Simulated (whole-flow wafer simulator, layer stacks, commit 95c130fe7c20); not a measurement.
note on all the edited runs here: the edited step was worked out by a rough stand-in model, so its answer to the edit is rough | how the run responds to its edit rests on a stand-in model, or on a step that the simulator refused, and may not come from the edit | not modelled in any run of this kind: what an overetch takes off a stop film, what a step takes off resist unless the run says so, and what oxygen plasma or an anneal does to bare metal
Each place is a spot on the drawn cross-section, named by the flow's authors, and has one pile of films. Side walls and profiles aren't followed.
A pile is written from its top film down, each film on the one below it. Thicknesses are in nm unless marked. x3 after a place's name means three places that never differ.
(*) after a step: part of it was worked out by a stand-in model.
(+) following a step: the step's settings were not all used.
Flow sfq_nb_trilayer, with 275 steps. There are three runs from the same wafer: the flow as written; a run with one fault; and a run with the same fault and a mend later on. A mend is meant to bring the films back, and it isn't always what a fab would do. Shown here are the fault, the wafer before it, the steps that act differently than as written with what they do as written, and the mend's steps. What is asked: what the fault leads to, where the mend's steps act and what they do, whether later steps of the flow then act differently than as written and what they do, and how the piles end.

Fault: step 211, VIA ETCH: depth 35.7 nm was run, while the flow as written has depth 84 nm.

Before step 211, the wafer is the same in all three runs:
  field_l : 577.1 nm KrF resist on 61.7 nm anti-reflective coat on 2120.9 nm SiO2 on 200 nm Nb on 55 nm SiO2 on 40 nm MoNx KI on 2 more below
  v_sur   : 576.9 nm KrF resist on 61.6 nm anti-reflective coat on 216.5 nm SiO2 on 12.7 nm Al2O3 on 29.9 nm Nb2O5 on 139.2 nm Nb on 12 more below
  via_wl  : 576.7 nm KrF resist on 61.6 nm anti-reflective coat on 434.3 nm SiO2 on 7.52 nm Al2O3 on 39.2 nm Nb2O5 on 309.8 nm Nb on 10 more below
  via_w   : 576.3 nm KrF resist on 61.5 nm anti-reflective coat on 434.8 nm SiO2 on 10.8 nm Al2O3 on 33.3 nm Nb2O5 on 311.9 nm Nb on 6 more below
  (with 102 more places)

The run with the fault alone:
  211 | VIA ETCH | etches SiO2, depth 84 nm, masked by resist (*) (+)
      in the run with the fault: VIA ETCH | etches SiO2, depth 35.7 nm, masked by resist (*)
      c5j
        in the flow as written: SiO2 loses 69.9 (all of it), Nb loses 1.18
        in the run with the fault: SiO2 loses 35.7
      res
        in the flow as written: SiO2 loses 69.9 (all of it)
        in the run with the fault: SiO2 loses 35.7
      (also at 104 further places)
  Steps further on in the flow that do not act as written (4 more steps, not shown, differ only slightly: by at most 2% or 0.5 nm, whichever is larger):
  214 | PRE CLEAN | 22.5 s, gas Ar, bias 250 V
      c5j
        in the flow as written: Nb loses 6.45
        in the run with the fault: SiO2 loses 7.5
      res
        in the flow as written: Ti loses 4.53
        in the run with the fault: SiO2 loses 7.5
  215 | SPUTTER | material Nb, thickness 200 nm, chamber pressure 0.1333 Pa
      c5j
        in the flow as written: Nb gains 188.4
        in the run with the fault: Nb gains 197 (new film)
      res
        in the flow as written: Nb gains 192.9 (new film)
        in the run with the fault: Nb gains 200 (new film)
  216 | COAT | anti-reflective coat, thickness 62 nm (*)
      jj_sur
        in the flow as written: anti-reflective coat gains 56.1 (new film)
        in the run with the fault: anti-reflective coat gains 57.5 (new film)
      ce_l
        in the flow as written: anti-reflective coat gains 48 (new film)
        in the run with the fault: anti-reflective coat gains 56.8 (new film)
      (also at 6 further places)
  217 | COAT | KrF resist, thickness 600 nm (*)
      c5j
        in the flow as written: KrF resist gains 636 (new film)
        in the run with the fault: KrF resist gains 621.4 (new film)
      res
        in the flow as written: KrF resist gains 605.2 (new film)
        in the run with the fault: KrF resist gains 589 (new film)
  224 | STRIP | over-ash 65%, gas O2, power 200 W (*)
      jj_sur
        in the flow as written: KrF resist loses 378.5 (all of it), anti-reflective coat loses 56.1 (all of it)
        in the run with the fault: KrF resist loses 379.9 (all of it), anti-reflective coat loses 57.5 (all of it)
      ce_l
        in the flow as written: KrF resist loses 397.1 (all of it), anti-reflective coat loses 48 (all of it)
        in the run with the fault: KrF resist loses 391.8 (all of it), anti-reflective coat loses 56.8 (all of it)
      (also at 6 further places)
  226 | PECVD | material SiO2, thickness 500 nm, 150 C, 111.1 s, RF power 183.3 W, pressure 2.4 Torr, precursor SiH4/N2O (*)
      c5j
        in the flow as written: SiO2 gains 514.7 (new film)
        in the run with the fault: SiO2 gains 500 (new film)
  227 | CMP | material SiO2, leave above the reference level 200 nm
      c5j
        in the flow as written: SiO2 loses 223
        in the run with the fault: SiO2 loses 251.2
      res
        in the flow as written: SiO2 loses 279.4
        in the run with the fault: SiO2 loses 317.7
  By the end, the piles at c5j, res depart from the flow's by more than 2% or 0.5 nm, whichever is larger.
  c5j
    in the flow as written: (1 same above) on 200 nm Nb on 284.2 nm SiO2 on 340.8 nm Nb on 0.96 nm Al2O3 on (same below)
    in the run with the fault: (1 same above) on 200 nm Nb on 241.3 nm SiO2 on 197 nm Nb on 26.7 nm SiO2 on 160 nm Nb on 0.96 nm Al2O3 on (same below)
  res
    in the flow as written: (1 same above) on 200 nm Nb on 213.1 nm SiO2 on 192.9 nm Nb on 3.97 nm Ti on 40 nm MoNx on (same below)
    in the run with the fault: (1 same above) on 200 nm Nb on 174.8 nm SiO2 on 200 nm Nb on 26.7 nm SiO2 on 8.5 nm Ti on 40 nm MoNx on (same below)

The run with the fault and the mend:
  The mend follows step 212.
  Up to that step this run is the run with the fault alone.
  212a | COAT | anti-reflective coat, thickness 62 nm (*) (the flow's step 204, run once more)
      lsp_m, ln_m6, p4_fl x3 and 61 more
        anti-reflective coat gains 62 (new film)
      lsp_r, l0_sur, l0v, wl_a_sl, wl_a_m6, wl_a_sr, wl_g_sr
        anti-reflective coat gains 61.9 (new film)
      field_l, v_sur
        anti-reflective coat gains 61.6 (new film)
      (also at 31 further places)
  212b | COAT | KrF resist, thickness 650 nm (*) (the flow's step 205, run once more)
      l0v, p4_fl x3, p4_w1 x9 and 35 more
        KrF resist gains 650 (new film)
      wl_b_m5, wl_b_sr, wl_c_sl and 12 more
        KrF resist gains 649.9 (new film)
      lsp_r, wl_j_sl, wl_j_sr
        KrF resist gains 650.2 (new film)
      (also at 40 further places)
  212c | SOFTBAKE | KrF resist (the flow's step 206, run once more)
      alters no film at any place that is followed
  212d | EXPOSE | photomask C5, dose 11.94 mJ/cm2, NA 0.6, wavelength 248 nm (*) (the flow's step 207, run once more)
      alters no film at any place that is followed
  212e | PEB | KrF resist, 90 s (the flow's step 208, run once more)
      field_l, v_sur, sp_r and 79 more
        KrF resist loses 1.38
      via_wl, via_w, via_wr, via_sp, be_sur, jj_sur
        KrF resist loses 1.37
      moat, field_r, wl_jj
        KrF resist loses 1.39
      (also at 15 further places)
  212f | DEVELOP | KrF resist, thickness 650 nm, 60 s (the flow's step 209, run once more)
      field_l, v_sur, via_wl and 101 more
        KrF resist loses 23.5
      c5j
        KrF resist loses 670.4 (all of it)
      res
        KrF resist loses 637.5 (all of it)
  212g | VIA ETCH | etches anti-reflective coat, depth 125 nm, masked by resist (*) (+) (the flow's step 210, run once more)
      field_l, v_sur, via_wl and 101 more
        KrF resist loses 61.6
      c5j
        anti-reflective coat loses 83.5 (all of it), SiO2 loses 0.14
      res
        anti-reflective coat loses 74 (all of it), SiO2 loses 0.18
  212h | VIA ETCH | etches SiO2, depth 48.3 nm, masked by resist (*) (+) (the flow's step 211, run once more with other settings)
      field_l, v_sur, via_wl and 101 more
        KrF resist loses 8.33
      c5j
        SiO2 loses 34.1 (all of it), Nb loses 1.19
      res
        SiO2 loses 34 (all of it)
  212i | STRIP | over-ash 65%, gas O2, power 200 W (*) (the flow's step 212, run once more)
      p4_fl x3, p4_w1 x9, p4_g1 x2 and 33 more
        KrF resist loses 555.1 (all of it), anti-reflective coat loses 62 (all of it)
      wl_b_sl, wl_b_m5, wl_b_sr and 14 more
        KrF resist loses 555 (all of it), anti-reflective coat loses 62 (all of it)
      wl_j_sl, wl_j_sr
        KrF resist loses 555.3 (all of it), anti-reflective coat loses 60.2 (all of it)
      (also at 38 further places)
  None of the later steps of the flow differs from how it acts as written, at any place that is followed, by more than 2% or 0.5 nm, whichever is larger.
  At every place that both follow, the piles at the end match the flow's.
